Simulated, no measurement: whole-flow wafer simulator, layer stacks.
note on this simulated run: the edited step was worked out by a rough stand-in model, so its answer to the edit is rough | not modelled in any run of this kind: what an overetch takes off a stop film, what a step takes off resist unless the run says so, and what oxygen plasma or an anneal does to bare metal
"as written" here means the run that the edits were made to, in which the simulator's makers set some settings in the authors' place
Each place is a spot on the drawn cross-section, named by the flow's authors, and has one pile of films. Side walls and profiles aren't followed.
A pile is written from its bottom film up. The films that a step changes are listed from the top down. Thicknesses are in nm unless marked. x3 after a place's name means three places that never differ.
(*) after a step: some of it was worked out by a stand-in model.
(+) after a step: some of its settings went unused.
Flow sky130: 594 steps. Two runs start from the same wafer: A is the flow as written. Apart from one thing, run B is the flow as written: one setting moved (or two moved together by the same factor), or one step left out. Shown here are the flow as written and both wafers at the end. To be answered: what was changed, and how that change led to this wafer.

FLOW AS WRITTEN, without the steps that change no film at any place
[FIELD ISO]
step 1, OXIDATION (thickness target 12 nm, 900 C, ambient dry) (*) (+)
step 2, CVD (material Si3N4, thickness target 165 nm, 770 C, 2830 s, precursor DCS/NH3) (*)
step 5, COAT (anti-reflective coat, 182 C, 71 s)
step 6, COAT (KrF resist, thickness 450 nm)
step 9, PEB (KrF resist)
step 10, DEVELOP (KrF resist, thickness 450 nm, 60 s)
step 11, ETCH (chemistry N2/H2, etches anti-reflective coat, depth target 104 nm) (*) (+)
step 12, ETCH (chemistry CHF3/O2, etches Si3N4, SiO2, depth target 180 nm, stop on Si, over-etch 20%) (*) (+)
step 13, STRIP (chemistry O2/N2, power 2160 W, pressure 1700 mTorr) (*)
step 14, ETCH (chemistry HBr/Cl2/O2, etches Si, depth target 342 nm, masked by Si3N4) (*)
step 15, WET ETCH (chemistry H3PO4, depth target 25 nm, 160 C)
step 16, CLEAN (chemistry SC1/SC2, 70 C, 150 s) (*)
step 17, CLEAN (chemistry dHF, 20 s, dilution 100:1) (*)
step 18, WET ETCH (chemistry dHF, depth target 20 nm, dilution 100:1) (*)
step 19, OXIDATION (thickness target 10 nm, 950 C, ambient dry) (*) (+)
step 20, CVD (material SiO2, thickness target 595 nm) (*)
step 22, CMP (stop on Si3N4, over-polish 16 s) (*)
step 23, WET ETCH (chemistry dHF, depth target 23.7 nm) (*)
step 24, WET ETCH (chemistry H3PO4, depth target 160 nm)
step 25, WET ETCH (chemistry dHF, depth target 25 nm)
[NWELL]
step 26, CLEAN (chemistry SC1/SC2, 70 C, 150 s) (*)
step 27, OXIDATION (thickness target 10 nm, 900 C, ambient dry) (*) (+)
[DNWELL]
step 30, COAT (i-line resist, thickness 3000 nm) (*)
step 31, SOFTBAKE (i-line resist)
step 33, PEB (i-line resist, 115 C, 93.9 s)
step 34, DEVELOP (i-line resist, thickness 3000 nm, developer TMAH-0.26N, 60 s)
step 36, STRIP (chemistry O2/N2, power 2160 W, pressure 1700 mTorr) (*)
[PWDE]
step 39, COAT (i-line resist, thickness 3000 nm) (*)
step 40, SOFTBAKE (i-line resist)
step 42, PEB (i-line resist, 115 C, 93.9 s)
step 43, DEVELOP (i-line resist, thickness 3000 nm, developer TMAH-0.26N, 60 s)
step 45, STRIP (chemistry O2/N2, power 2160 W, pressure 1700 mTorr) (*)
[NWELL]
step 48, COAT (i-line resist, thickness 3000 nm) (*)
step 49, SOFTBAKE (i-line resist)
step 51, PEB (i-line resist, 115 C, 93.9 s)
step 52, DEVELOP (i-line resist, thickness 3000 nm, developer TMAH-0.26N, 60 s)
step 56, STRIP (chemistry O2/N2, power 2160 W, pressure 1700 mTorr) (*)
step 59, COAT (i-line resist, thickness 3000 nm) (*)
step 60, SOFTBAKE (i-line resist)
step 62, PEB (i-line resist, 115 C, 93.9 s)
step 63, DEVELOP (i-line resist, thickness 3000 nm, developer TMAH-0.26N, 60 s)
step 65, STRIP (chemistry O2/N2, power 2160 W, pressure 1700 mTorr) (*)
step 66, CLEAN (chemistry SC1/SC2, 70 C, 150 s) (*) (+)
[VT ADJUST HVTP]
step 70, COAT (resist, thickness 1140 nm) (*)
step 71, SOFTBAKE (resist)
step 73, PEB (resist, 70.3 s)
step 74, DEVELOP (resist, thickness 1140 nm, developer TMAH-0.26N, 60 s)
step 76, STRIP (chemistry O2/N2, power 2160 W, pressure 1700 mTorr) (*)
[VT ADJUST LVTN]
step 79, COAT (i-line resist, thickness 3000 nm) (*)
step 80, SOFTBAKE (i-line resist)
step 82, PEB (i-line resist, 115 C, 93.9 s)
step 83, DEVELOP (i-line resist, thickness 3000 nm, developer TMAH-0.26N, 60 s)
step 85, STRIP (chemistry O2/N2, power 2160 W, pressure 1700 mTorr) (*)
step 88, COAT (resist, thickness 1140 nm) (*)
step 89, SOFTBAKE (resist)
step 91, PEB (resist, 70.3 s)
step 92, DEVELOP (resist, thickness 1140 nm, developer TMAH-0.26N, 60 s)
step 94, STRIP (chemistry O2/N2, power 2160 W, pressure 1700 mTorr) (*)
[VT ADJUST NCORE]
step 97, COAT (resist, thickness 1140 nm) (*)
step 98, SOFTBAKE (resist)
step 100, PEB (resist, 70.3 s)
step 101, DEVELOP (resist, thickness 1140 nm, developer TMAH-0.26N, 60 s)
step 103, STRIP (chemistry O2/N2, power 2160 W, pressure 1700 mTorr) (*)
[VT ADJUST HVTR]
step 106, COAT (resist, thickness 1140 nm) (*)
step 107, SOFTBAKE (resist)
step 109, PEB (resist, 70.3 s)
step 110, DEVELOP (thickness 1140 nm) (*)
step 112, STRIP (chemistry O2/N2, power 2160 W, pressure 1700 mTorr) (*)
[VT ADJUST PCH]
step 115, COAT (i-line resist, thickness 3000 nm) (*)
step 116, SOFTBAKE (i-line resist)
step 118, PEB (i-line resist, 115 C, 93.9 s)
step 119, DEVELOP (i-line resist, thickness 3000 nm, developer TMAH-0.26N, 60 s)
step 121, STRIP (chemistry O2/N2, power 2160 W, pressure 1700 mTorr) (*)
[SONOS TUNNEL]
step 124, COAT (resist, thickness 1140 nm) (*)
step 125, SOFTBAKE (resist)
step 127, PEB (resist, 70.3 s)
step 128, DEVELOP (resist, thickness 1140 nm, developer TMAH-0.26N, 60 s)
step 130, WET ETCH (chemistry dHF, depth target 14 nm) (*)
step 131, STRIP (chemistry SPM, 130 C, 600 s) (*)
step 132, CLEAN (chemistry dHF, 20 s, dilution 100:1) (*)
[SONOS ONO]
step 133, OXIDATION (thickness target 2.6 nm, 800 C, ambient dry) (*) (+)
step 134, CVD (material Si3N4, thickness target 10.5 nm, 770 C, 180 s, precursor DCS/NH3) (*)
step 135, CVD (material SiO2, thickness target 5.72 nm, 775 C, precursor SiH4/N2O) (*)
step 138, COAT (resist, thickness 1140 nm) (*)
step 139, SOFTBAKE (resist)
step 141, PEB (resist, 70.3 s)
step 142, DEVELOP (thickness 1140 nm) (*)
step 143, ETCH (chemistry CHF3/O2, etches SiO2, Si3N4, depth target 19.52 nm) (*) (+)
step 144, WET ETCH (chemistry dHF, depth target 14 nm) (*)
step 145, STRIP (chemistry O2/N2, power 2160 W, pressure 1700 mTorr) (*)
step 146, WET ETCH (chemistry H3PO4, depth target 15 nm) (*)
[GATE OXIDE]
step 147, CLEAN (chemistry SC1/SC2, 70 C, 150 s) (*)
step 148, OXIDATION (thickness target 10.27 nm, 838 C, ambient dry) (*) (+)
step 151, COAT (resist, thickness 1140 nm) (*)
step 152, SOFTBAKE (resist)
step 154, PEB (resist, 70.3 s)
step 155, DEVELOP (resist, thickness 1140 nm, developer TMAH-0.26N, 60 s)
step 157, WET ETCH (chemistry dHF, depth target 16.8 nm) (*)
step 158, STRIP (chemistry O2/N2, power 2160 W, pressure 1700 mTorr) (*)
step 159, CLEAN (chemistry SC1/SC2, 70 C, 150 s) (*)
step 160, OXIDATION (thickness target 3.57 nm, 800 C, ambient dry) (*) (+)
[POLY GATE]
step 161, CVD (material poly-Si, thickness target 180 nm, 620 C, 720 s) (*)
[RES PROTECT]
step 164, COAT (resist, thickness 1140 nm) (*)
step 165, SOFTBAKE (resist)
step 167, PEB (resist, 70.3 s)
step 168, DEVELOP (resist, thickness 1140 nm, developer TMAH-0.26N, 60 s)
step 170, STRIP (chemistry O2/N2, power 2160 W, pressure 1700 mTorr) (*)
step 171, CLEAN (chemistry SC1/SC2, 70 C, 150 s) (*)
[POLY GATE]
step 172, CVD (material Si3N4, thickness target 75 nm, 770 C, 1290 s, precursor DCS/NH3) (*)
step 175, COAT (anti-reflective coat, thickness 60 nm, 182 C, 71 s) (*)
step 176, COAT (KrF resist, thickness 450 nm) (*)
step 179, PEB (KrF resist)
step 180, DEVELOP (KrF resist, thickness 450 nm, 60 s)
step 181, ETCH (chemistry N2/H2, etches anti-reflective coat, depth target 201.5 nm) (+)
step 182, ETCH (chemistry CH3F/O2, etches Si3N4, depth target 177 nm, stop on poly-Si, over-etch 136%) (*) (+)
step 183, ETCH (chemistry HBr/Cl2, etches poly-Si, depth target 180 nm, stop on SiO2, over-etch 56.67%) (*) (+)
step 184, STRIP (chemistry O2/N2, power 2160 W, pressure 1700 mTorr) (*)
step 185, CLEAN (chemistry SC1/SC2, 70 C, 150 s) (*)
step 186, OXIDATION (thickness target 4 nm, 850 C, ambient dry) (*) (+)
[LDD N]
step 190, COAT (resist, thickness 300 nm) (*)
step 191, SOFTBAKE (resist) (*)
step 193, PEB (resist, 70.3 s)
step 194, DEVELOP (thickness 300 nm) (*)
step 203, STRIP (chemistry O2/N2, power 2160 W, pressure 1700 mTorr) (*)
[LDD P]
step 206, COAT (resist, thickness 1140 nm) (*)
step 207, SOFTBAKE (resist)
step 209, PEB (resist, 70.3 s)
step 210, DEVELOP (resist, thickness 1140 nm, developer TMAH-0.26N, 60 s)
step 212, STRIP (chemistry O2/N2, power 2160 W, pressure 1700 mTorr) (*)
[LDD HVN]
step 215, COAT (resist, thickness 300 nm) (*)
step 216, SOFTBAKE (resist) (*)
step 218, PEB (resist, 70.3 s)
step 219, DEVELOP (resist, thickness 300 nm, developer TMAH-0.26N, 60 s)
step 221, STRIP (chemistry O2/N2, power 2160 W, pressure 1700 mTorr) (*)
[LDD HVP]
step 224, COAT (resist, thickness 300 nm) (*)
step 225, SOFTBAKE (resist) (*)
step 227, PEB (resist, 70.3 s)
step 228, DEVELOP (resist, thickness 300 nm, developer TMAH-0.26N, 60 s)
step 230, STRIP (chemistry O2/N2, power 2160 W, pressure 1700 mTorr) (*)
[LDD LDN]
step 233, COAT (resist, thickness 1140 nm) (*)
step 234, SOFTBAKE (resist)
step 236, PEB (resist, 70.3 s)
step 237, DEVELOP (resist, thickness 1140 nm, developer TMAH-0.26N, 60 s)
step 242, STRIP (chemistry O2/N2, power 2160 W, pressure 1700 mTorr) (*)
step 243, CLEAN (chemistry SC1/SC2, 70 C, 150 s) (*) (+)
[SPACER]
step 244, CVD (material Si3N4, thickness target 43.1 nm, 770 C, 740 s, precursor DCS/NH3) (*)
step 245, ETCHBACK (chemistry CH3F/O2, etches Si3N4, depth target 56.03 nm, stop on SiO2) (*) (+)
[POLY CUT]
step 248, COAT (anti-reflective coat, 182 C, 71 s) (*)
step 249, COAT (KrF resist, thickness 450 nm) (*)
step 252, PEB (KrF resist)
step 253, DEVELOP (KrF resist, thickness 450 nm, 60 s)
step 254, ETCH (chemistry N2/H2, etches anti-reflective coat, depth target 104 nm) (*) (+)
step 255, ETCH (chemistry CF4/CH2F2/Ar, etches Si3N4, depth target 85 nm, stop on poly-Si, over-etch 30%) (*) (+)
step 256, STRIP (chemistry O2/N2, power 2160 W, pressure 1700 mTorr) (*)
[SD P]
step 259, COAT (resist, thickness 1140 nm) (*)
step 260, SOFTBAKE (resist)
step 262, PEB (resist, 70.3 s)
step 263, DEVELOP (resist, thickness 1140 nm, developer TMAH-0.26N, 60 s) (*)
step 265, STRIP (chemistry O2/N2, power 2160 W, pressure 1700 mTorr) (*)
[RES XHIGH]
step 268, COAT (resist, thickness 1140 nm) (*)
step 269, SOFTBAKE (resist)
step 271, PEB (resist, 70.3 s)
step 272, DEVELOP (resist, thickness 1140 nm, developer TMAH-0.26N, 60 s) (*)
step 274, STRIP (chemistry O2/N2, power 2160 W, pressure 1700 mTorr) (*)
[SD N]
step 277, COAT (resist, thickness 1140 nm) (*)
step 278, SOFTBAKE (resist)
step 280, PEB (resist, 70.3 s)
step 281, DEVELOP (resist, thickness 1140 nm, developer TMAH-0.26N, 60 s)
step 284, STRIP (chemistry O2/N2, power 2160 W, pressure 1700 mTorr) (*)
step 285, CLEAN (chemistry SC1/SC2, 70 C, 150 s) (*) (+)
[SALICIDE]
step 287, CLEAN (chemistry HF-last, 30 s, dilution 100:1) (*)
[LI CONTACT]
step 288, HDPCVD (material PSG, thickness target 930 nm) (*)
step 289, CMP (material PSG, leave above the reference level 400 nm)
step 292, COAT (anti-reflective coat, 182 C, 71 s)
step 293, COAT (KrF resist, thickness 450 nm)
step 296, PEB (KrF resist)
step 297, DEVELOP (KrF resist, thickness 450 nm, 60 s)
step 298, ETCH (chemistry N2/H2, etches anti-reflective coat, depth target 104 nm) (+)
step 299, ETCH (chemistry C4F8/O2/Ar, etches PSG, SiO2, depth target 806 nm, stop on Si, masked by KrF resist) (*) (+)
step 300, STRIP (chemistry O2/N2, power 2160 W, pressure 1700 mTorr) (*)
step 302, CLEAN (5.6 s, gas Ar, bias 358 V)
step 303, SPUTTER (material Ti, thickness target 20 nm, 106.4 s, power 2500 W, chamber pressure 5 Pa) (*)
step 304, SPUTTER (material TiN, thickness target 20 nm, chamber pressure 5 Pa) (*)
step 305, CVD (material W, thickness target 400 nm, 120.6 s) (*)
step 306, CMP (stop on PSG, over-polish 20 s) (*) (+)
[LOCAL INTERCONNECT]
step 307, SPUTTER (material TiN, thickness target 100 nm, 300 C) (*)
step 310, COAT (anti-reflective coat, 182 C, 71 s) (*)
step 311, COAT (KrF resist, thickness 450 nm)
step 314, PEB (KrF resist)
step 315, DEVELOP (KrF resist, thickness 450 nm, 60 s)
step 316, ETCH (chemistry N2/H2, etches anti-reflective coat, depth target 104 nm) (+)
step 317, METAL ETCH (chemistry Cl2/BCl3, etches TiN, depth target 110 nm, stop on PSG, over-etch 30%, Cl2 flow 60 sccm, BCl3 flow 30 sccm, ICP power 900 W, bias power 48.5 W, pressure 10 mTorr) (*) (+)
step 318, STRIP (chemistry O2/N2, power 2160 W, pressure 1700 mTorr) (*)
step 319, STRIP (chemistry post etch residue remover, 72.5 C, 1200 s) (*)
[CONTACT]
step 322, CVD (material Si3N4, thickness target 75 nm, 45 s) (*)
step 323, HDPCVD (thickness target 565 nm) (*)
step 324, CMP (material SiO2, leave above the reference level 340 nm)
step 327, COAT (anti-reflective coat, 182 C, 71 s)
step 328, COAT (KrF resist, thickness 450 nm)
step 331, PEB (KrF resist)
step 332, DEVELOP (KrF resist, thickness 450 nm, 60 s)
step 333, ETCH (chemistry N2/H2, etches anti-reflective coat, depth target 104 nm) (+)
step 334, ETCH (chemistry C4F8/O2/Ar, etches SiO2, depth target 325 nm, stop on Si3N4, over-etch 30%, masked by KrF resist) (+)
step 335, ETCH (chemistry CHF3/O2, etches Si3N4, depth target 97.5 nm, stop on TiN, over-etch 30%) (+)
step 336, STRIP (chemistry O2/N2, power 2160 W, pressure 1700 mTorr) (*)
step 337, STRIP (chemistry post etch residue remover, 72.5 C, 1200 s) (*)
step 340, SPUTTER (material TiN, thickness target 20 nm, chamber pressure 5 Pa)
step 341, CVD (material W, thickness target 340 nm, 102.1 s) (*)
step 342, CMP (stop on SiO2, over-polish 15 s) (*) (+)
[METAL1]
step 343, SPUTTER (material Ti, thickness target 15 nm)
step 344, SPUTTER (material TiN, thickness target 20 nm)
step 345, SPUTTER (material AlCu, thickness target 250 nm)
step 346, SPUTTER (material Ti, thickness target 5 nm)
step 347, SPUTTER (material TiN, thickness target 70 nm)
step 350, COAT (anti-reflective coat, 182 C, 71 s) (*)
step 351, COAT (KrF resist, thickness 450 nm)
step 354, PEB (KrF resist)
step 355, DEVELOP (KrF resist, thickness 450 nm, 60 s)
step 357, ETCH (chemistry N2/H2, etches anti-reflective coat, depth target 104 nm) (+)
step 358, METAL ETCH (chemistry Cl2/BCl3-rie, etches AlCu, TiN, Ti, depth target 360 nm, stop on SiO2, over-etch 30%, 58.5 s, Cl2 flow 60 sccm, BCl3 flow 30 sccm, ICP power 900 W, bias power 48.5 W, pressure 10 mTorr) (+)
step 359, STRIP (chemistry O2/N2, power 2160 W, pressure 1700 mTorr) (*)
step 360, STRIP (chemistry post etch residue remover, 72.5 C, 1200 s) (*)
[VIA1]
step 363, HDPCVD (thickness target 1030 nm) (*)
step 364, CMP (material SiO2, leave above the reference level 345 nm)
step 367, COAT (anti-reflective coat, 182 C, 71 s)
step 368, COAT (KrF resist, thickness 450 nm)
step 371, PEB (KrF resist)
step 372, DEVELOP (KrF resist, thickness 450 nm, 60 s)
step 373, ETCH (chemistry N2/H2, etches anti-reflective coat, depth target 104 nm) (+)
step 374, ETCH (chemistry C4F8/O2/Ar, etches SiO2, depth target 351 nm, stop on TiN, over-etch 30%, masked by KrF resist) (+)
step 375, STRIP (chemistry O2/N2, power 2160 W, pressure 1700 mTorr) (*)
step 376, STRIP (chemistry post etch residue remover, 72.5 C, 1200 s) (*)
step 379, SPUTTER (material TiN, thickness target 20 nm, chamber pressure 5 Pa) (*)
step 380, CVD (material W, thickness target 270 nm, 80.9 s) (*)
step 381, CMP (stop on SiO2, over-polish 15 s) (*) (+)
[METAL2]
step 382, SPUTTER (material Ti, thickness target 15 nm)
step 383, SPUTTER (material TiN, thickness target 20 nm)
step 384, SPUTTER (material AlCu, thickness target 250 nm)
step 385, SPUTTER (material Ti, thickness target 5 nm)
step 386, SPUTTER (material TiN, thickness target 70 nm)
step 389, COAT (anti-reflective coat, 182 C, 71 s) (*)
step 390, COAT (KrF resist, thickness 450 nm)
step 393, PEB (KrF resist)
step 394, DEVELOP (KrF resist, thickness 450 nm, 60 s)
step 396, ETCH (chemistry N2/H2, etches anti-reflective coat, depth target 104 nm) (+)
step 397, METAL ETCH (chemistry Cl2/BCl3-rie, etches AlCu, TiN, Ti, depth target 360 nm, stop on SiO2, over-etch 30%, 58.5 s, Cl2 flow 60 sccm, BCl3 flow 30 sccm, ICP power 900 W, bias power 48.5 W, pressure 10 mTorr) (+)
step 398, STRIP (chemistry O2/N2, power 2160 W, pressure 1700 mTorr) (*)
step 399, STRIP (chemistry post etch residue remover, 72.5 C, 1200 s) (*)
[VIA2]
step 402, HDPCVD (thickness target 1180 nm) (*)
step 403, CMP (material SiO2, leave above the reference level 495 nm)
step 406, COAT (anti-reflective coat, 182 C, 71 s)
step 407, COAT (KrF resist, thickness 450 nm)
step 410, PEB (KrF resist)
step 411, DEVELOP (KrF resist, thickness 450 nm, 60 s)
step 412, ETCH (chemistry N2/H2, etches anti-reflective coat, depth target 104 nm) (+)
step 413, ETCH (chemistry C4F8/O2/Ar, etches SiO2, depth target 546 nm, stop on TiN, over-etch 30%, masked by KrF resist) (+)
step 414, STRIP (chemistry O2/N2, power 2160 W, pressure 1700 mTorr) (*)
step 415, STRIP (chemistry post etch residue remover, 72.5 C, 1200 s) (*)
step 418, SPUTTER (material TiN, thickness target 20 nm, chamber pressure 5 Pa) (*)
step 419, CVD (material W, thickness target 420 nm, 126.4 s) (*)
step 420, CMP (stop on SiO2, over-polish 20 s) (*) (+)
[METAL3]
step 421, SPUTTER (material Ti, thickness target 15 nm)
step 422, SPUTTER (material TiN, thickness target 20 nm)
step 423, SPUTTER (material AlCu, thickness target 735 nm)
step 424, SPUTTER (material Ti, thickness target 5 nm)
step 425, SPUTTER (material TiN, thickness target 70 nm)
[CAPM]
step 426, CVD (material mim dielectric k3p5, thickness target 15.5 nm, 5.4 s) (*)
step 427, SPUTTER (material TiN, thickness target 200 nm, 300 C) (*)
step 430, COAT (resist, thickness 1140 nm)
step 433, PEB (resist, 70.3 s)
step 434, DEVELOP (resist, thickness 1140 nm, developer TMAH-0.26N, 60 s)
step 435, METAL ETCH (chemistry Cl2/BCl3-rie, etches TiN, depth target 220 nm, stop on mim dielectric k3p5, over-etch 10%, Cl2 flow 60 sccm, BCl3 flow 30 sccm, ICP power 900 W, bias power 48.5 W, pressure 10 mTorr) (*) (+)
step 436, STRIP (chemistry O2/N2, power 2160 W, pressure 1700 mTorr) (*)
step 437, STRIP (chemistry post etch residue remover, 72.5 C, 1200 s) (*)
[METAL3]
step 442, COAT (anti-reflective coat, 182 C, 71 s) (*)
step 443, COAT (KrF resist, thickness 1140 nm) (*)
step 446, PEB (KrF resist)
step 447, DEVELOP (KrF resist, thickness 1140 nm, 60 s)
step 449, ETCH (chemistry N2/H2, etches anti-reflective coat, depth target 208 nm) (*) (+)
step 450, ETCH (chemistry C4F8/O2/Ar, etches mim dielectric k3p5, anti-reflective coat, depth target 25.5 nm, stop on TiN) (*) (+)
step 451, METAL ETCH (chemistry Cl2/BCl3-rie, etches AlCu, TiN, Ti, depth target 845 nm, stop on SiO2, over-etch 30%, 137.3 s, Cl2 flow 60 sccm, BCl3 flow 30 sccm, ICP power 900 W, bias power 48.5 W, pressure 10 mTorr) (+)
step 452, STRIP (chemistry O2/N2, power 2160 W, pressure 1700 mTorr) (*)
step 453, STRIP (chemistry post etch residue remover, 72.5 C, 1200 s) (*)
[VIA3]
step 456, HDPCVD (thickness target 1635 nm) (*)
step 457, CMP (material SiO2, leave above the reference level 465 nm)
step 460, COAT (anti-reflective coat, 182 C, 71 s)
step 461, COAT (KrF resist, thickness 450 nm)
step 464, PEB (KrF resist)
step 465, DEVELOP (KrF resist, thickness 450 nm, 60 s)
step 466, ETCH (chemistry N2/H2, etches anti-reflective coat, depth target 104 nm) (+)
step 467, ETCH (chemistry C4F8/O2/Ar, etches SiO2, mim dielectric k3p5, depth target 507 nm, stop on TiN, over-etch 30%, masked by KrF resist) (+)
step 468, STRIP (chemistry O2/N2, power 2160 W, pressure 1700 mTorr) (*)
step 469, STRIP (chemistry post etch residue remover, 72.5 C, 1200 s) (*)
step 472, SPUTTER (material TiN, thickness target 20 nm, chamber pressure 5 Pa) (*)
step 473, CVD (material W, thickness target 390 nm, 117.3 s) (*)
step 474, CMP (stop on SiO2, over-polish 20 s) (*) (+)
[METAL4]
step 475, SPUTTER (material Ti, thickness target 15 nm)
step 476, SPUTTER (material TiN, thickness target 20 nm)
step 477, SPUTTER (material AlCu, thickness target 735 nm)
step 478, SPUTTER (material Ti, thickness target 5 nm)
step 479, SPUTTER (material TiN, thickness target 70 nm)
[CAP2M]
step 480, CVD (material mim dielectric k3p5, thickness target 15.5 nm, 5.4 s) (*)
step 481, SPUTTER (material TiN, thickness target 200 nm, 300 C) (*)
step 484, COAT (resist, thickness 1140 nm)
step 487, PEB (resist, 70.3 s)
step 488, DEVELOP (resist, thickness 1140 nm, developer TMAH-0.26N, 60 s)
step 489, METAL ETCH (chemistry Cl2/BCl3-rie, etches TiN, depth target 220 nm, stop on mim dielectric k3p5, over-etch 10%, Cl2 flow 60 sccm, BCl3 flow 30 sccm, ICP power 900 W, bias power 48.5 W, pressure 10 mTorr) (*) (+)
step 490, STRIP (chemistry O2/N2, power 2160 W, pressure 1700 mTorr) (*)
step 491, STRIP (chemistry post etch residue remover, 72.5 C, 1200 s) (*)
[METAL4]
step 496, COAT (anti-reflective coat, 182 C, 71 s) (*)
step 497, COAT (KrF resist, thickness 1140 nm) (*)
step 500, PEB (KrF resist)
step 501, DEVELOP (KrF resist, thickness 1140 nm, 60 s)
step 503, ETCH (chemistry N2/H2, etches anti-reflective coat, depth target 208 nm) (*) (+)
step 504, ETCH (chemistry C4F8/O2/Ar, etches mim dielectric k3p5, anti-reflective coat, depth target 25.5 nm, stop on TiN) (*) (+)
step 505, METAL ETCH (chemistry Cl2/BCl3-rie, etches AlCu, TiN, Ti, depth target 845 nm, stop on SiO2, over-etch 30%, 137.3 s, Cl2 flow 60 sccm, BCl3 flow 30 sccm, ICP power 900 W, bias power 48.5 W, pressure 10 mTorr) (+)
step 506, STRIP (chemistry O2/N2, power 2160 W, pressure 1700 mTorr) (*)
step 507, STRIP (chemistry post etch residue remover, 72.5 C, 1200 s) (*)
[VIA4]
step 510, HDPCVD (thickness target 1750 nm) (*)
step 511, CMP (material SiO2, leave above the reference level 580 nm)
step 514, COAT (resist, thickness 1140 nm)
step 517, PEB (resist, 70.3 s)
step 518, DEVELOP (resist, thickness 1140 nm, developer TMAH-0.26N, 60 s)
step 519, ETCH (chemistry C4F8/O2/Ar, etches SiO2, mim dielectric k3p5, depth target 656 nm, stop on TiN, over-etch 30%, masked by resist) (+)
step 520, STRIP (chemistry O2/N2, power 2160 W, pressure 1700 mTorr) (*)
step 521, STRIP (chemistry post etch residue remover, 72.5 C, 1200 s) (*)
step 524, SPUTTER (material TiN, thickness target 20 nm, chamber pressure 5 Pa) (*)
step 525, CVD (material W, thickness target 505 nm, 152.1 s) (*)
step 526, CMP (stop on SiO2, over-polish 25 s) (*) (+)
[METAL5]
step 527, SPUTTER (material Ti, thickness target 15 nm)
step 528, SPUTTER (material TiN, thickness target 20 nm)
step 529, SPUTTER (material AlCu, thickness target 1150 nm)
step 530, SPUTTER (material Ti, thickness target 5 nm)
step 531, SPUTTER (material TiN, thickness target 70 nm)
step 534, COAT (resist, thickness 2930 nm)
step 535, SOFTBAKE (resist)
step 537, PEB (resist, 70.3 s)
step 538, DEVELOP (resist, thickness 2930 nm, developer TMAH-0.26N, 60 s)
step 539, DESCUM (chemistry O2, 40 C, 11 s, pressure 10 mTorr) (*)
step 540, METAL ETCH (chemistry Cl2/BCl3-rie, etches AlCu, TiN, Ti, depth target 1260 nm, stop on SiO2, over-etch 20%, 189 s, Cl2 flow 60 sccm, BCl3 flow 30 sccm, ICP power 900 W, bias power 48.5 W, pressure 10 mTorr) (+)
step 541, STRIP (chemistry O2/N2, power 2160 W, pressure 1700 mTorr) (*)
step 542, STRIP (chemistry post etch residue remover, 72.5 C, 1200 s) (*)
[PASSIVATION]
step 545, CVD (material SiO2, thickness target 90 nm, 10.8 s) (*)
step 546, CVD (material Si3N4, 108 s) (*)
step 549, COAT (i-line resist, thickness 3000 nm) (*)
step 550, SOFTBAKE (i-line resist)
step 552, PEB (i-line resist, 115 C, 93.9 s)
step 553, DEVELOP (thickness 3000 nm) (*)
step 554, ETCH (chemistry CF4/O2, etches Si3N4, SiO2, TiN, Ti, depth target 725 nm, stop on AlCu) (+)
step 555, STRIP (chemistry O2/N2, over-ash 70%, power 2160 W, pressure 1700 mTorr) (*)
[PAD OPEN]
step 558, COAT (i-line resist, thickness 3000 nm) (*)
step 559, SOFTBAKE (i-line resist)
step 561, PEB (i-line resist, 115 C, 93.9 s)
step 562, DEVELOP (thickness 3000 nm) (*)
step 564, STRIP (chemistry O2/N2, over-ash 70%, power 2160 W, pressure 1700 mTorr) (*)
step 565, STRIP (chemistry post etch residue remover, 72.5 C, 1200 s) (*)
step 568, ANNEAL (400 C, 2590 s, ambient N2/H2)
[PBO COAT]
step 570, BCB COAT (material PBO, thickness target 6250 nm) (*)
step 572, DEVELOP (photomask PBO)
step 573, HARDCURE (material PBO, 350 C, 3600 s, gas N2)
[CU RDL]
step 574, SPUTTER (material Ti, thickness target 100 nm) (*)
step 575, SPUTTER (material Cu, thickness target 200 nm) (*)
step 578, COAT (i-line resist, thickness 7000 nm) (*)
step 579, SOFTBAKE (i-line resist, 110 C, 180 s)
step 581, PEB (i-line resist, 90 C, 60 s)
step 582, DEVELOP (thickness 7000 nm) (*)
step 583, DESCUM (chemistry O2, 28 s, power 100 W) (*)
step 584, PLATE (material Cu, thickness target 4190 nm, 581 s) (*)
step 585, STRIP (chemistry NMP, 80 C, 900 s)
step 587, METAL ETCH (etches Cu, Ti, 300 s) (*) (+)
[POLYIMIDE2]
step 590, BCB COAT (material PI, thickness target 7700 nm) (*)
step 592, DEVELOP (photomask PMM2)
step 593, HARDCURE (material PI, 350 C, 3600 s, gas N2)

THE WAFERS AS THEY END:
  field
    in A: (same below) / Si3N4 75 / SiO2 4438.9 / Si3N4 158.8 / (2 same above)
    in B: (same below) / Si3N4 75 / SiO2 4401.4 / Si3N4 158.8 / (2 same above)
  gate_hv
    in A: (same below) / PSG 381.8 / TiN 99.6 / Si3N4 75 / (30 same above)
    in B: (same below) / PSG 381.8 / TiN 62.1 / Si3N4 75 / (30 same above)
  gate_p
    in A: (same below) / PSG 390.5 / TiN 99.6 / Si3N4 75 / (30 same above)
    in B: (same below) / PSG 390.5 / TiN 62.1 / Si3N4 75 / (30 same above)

Cause: step 307, SPUTTER: thickness target 62.5 nm was run, while the flow as written has thickness target 100 nm.

Step by step, how the change led to this:
  step 307, SPUTTER (material TiN, thickness target 100 nm, 300 C) (*)
      field, active, n_well and 188 more: A TiN gains 100 (new film) | B TiN gains 62.5 (new film)
  step 317, METAL ETCH (chemistry Cl2/BCl3, etches TiN, depth target 110 nm, stop on PSG, over-etch 30%, Cl2 flow 60 sccm, BCl3 flow 30 sccm, ICP power 900 W, bias power 48.5 W, pressure 10 mTorr) (*) (+)
      n_well, p_well, gate_hv and 97 more: A KrF resist loses 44 | B KrF resist loses 31.8
      field, active, gate and 88 more: A TiN loses 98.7 (all of it) | B TiN loses 61.2 (all of it)
  step 318, STRIP (chemistry O2/N2, power 2160 W, pressure 1700 mTorr) (*)
      n_well, p_well, gate_hv and 93 more: A KrF resist loses 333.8 (all of it), anti-reflective coat loses 80 (all of it) | B KrF resist loses 346 (all of it), anti-reflective coat loses 80 (all of it)
      poly_licon, ndiff_licon, ndiff_licon_cpp, rpo_hd_licon: A KrF resist loses 333.9 (all of it), anti-reflective coat loses 80.5 (all of it) | B KrF resist loses 346.1 (all of it), anti-reflective coat loses 80.5 (all of it)
  step 324, CMP (material SiO2, leave above the reference level 340 nm)
      field, active, gate and 88 more: A SiO2 loses 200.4 | B SiO2 loses 237.9
